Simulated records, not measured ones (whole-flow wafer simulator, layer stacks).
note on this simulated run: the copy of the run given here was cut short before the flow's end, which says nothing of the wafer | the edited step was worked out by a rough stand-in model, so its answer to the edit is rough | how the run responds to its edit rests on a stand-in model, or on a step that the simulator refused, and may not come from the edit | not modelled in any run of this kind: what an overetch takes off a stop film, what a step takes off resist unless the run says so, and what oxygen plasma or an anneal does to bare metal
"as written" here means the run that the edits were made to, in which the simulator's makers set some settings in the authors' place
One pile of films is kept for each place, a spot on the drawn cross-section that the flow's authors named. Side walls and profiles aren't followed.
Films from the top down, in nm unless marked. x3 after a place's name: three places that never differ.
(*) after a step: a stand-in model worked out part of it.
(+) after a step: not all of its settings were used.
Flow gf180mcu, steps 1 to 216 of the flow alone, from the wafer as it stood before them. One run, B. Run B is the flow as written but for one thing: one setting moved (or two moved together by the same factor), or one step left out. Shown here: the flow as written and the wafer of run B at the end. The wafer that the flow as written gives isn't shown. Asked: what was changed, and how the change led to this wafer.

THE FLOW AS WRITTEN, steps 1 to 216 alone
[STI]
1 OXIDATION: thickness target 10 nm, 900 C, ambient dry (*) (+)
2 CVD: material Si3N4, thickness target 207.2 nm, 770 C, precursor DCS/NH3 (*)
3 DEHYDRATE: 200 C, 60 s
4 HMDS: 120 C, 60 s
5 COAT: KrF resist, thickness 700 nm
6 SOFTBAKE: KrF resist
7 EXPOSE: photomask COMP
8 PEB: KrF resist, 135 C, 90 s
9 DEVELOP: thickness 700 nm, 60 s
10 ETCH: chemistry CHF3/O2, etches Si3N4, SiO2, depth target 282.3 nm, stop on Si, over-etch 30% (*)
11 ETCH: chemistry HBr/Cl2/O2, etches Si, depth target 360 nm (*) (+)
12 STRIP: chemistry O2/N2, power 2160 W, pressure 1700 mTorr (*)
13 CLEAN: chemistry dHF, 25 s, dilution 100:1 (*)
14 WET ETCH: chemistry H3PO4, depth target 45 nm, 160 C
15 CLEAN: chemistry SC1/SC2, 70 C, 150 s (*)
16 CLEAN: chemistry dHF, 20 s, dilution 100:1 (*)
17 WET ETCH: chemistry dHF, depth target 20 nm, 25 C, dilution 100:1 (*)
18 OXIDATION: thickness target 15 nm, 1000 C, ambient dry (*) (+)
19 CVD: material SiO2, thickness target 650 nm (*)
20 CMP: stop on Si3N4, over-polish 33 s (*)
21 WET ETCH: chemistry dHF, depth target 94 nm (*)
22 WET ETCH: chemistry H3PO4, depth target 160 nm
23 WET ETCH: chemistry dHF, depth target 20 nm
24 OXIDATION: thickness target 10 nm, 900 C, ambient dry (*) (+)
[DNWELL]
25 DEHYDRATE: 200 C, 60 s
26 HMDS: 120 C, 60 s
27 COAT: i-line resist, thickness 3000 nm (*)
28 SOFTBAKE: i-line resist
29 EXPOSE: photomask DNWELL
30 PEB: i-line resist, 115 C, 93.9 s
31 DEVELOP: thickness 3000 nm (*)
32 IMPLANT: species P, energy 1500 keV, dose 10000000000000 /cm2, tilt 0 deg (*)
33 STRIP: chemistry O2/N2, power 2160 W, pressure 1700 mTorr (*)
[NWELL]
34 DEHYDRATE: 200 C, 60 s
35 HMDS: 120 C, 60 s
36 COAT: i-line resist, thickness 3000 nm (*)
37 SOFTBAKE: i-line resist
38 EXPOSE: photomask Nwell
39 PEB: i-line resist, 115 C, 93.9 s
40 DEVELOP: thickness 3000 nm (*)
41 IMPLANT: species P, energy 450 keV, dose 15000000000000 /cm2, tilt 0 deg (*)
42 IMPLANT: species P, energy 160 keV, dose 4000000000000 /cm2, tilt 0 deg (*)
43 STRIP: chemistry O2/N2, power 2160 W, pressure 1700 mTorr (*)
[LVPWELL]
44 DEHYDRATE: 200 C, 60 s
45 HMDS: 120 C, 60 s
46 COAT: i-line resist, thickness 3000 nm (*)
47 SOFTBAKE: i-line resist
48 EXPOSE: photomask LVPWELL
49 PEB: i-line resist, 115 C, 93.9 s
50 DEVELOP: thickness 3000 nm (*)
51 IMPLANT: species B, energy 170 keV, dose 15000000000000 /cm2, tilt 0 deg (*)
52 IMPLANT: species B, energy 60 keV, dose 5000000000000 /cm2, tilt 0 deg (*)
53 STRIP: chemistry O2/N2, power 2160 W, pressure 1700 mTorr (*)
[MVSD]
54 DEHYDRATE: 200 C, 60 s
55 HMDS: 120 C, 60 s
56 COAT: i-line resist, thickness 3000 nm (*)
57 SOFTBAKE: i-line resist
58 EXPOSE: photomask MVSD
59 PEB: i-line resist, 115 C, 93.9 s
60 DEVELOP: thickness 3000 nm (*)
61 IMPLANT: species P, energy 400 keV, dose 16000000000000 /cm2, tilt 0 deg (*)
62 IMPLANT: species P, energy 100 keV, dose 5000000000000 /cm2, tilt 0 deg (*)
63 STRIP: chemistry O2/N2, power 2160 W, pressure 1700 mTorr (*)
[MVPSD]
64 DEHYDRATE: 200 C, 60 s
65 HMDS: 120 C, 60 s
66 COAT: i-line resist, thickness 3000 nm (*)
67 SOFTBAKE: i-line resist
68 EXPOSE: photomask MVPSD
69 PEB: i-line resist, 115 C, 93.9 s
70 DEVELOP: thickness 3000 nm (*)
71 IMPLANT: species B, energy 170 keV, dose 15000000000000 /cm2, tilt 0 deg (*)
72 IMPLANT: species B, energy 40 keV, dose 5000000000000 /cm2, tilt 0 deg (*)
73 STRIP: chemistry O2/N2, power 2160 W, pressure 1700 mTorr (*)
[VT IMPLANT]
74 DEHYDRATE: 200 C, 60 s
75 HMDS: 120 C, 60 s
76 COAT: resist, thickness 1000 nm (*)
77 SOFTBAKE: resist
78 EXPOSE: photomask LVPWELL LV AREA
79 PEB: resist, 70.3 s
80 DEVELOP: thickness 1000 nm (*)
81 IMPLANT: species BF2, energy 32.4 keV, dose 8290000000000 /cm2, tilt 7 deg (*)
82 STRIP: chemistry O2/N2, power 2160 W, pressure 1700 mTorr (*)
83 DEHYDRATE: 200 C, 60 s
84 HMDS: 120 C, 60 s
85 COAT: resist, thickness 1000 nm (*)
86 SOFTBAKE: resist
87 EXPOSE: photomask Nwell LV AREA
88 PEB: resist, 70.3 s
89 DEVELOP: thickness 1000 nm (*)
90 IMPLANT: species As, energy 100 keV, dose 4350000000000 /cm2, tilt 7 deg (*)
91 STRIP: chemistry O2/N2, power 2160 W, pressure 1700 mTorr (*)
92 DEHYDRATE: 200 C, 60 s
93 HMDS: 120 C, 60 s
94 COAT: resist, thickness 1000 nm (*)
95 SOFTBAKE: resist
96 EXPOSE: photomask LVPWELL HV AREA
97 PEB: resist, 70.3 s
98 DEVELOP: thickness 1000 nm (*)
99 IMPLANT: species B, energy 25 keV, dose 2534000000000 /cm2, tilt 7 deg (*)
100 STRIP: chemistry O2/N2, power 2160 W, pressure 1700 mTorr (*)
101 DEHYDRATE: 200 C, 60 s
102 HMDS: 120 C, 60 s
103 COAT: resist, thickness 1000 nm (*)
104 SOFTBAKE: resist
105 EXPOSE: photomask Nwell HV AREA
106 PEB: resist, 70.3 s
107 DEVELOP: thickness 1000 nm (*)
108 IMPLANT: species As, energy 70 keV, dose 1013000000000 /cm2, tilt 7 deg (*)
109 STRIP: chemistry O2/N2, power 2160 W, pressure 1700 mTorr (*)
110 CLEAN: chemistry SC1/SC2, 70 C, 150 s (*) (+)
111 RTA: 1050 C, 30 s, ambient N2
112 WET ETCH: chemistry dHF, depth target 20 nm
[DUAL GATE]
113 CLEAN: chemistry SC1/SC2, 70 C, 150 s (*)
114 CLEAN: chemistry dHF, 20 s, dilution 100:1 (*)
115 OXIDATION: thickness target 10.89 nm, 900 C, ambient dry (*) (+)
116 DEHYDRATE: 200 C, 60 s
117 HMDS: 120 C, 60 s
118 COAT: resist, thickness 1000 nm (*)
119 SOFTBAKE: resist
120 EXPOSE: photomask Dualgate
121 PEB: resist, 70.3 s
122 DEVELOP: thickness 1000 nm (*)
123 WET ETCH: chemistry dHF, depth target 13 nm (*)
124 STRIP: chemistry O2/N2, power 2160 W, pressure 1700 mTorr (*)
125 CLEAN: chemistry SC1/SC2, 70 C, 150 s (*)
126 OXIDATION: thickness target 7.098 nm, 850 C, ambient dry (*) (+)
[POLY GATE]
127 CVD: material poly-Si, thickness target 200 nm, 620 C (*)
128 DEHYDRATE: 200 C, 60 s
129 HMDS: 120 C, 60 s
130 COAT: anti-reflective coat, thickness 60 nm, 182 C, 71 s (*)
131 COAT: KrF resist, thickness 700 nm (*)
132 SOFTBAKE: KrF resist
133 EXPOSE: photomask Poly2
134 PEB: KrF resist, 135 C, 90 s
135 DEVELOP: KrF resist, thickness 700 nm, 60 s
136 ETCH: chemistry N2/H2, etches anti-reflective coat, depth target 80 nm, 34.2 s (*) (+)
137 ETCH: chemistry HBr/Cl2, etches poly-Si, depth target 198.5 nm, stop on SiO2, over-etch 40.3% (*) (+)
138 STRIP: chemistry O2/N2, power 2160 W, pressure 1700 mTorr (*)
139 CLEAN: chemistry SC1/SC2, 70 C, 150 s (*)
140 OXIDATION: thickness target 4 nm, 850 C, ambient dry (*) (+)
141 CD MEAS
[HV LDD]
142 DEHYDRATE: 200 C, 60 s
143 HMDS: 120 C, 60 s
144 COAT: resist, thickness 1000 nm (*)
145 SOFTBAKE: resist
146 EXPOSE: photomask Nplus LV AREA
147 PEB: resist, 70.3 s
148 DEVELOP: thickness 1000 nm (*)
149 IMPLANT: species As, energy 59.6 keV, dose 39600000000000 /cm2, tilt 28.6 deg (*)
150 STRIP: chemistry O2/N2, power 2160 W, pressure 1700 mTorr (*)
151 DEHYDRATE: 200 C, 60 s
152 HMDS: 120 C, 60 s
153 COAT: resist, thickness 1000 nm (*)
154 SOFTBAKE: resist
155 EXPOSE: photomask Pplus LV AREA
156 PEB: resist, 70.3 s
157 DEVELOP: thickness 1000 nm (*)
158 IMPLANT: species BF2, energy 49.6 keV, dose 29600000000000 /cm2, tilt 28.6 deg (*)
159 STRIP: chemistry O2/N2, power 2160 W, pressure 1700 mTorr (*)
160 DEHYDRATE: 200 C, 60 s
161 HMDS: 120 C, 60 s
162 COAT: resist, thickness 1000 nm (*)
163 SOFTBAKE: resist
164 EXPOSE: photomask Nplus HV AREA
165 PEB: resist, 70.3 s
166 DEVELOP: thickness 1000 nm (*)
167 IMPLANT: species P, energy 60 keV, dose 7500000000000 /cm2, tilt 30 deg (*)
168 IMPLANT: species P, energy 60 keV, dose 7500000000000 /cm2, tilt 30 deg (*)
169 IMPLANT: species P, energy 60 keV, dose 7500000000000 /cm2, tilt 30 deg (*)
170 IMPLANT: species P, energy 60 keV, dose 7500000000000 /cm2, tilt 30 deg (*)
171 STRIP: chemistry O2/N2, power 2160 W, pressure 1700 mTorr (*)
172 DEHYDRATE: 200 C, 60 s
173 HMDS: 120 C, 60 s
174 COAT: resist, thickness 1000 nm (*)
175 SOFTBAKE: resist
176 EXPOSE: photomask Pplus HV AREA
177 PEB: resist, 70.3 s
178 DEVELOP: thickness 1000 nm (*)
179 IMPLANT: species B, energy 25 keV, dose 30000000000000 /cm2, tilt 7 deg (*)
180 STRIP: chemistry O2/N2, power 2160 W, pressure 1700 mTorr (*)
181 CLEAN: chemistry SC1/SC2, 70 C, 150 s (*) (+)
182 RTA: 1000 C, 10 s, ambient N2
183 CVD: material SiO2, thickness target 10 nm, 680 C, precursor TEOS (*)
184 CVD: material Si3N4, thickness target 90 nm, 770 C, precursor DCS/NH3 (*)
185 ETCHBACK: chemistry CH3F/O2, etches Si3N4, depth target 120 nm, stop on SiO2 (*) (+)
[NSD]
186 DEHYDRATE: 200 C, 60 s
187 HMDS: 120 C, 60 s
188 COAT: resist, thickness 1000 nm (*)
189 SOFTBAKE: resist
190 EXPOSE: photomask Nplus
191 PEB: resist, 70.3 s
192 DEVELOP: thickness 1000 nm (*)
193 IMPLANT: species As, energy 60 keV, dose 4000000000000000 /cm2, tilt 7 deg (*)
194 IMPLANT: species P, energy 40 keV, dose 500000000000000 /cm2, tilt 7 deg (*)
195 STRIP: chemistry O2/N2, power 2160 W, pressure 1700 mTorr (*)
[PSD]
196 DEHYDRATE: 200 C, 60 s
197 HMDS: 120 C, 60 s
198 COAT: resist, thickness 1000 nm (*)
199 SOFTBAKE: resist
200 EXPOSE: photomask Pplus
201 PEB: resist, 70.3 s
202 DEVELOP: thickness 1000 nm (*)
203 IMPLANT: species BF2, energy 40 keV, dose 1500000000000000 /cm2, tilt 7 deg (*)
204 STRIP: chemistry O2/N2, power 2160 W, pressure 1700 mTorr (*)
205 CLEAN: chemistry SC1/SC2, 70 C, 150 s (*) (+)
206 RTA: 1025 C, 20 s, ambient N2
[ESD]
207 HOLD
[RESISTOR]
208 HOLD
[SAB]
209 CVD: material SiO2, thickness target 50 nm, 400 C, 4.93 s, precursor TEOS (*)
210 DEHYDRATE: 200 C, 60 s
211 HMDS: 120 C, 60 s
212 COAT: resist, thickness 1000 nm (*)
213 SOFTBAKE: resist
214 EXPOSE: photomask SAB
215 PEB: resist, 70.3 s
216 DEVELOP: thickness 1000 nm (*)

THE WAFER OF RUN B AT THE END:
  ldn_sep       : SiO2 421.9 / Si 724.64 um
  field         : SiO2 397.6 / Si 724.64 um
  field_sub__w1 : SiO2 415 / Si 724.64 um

The cause: step 21, WET ETCH: depth target 110 nm was run, where the flow has depth target 94 nm.

How the change led to this, step by step:
  21 WET ETCH: chemistry dHF, depth target 94 nm (*)
      active, n_well, p_well and 40 more: Si3N4 -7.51 (as written it would be: Si3N4 -6.43)
      field, field_sub, sti and 34 more: SiO2 -110 (as written it would be: SiO2 -94)
  28 SOFTBAKE: i-line resist
      nw_enc_fld: i-line resist +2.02 (as written it would be: i-line resist -1.36)
      field: i-line resist +1.3 (as written it would be: i-line resist +2.45)
      (and at 47 more places)
  37 SOFTBAKE: i-line resist
      nw_enc_fld: i-line resist +2.02 (as written it would be: i-line resist -1.36)
      field: i-line resist +1.3 (as written it would be: i-line resist +2.45)
      (and at 47 more places)
  47 SOFTBAKE: i-line resist
      nw_enc_fld: i-line resist +2.02 (as written it would be: i-line resist -1.36)
      field: i-line resist +1.3 (as written it would be: i-line resist +2.45)
      (and at 47 more places)
  57 SOFTBAKE: i-line resist
      nw_enc_fld: i-line resist +2.02 (as written it would be: i-line resist -1.36)
      field: i-line resist +1.3 (as written it would be: i-line resist +2.45)
      (and at 47 more places)
  67 SOFTBAKE: i-line resist
      nw_enc_fld: i-line resist +2.02 (as written it would be: i-line resist -1.36)
      field: i-line resist +1.3 (as written it would be: i-line resist +2.45)
      (and at 47 more places)
  77 SOFTBAKE: resist
      field_sub__w2: resist -0.7 (as written it would be: resist -1.34)
      contact: resist -0.6 (as written it would be: resist -1.15)
      (and at 9 more places)
  86 SOFTBAKE: resist
      field_sub__w2: resist -0.7 (as written it would be: resist -1.34)
      contact: resist -0.6 (as written it would be: resist -1.15)
      (and at 9 more places)
  95 SOFTBAKE: resist
      field_sub__w2: resist -0.7 (as written it would be: resist -1.34)
      contact: resist -0.6 (as written it would be: resist -1.15)
      (and at 9 more places)
  104 SOFTBAKE: resist
      field_sub__w2: resist -0.7 (as written it would be: resist -1.34)
      contact: resist -0.6 (as written it would be: resist -1.15)
      (and at 9 more places)
  119 SOFTBAKE: resist
      field: resist +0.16 (as written it would be: resist -0.37)
      field_sub: nothing (as written it would be: resist -0.73)
      (and at 10 more places)
  130 COAT: anti-reflective coat, thickness 60 nm, 182 C, 71 s (*)
      p_well, spacer, sd_n: anti-reflective coat +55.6 (new film) (as written it would be: anti-reflective coat +70.9 (new film))
      ldn_ch, ldp_ch: anti-reflective coat +61.3 (new film) (as written it would be: anti-reflective coat +66.7 (new film))
      (and at 75 more places)
  136 ETCH: chemistry N2/H2, etches anti-reflective coat, depth target 80 nm, 34.2 s (*) (+)
      p_well, spacer, sd_n: anti-reflective coat -55.6 (all of it), poly-Si -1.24 (as written it would be: anti-reflective coat -70.9 (all of it), poly-Si -0.85)
      ldn_dft, ldp_dft: anti-reflective coat -57.3 (all of it), poly-Si -1.2 (as written it would be: anti-reflective coat -48.7 (all of it), poly-Si -1.42)
      (and at 50 more places)
  138 STRIP: chemistry O2/N2, power 2160 W, pressure 1700 mTorr (*)
      gate: chemical SiO2 +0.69 (new film), KrF resist -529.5 (all of it), anti-reflective coat -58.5 (all of it), poly-Si -0.3 (as written it would be: chemical SiO2 +0.68 (new film), KrF resist -531.7 (all of it), anti-reflective coat -65.5 (all of it), poly-Si -0.3)
      gate_hv: chemical SiO2 +0.69 (new film), KrF resist -524.2 (all of it), anti-reflective coat -58.7 (all of it), poly-Si -0.3 (as written it would be: chemical SiO2 +0.68 (new film), KrF resist -528.4 (all of it), anti-reflective coat -61 (all of it), poly-Si -0.3)
      (and at 23 more places)
  144 COAT: resist, thickness 1000 nm (*)
      field__w6: resist +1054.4 (new film) (as written it would be: resist +1022.5 (new film))
  145 SOFTBAKE: resist
      field: resist +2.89 (as written it would be: resist -0.3)
      nw_enc_fld_lv__w3: resist -1 (as written it would be: resist +2.63)
      (and at 18 more places)
  ... 23 more steps ...
  213 SOFTBAKE: resist
      nw_enc_fld_lv__w3: resist -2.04 (as written it would be: resist +1.83)
      iso_ptap_sub: resist -0.1 (as written it would be: resist +0.66)
      (and at 17 more places)
